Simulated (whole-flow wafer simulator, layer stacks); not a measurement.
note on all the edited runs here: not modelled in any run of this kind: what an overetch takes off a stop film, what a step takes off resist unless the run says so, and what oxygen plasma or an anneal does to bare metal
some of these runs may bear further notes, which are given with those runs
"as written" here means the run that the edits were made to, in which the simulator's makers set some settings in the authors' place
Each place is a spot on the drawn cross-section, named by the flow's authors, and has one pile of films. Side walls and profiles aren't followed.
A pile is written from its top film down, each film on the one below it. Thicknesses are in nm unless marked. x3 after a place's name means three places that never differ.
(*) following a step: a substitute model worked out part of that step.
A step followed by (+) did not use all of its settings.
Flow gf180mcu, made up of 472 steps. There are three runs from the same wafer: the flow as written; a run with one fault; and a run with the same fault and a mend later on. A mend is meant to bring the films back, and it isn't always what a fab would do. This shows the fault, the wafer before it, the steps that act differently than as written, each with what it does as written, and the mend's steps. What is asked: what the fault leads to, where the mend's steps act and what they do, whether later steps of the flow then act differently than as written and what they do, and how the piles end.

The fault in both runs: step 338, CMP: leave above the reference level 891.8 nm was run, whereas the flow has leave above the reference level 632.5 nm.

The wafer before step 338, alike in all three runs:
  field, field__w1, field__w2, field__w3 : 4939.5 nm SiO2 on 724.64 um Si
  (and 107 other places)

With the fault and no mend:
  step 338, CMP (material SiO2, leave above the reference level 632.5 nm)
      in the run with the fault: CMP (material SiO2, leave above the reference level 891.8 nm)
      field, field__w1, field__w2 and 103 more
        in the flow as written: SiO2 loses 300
        in the run with the fault: SiO2 loses 40.7
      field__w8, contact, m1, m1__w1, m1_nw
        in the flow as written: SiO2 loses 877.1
        in the run with the fault: SiO2 loses 617.8
  Steps further on in the flow that do not act as written:
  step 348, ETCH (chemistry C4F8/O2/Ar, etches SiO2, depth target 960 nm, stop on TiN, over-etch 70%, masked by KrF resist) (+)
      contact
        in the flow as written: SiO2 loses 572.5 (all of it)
        in the run with the fault: SiO2 loses 831.8 (all of it)
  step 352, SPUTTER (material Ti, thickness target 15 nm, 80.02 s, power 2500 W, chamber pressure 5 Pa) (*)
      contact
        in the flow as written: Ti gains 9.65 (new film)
        in the run with the fault: Ti gains 8.31 (new film)
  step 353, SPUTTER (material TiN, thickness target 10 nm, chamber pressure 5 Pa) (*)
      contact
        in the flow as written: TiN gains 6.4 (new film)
        in the run with the fault: TiN gains 5.5 (new film)
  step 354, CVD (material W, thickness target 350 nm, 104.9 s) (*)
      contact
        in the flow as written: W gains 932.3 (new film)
        in the run with the fault: W gains 1193.8 (new film)
  At field, field__w1, field__w2 and 109 more, the piles at the end differ from the flow's by more than 2% or 0.5 nm, whichever is larger.
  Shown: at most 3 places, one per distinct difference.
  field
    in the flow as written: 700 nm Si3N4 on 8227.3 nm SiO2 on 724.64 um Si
    in the run with the fault: 700 nm Si3N4 on 8486.6 nm SiO2 on 724.64 um Si
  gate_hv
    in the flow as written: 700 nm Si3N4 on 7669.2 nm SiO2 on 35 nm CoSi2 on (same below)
    in the run with the fault: 700 nm Si3N4 on 7928.5 nm SiO2 on 35 nm CoSi2 on (same below)
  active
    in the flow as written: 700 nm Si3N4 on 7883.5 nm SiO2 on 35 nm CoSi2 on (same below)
    in the run with the fault: 700 nm Si3N4 on 8142.8 nm SiO2 on 35 nm CoSi2 on (same below)

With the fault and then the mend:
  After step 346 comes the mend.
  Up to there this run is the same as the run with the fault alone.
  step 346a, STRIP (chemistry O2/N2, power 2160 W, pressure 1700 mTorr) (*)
      field, field__w1, field__w2 and 107 more
        KrF resist loses 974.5 (all of it), anti-reflective coat loses 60 (all of it)
      contact
        anti-reflective coat loses 60 (all of it)
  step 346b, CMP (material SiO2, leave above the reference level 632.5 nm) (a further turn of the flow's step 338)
      field, field__w1, field__w2 and 108 more
        SiO2 loses 259.3
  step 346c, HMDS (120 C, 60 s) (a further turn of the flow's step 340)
      does not change any film at any place that is followed
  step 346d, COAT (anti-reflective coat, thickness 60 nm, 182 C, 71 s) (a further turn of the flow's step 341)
      field, field__w1, field__w2 and 108 more
        anti-reflective coat gains 60 (new film)
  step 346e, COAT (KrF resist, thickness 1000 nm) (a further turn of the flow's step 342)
      field, field__w1, field__w2 and 108 more
        KrF resist gains 1000 (new film)
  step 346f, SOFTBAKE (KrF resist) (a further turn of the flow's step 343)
      does not change any film at any place that is followed
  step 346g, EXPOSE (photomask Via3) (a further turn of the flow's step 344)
      does not change any film at any place that is followed
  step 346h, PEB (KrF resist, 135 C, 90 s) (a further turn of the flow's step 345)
      field, field__w1, field__w2 and 108 more
        KrF resist loses 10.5
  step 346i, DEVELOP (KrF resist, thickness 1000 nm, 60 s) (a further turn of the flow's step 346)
      field, field__w1, field__w2 and 107 more
        KrF resist loses 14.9
      contact
        KrF resist loses 989.5 (all of it)
  Later steps of the flow that are run all act as written at every place that is followed.
  By the end, the piles equal the flow's at every place that both follow.
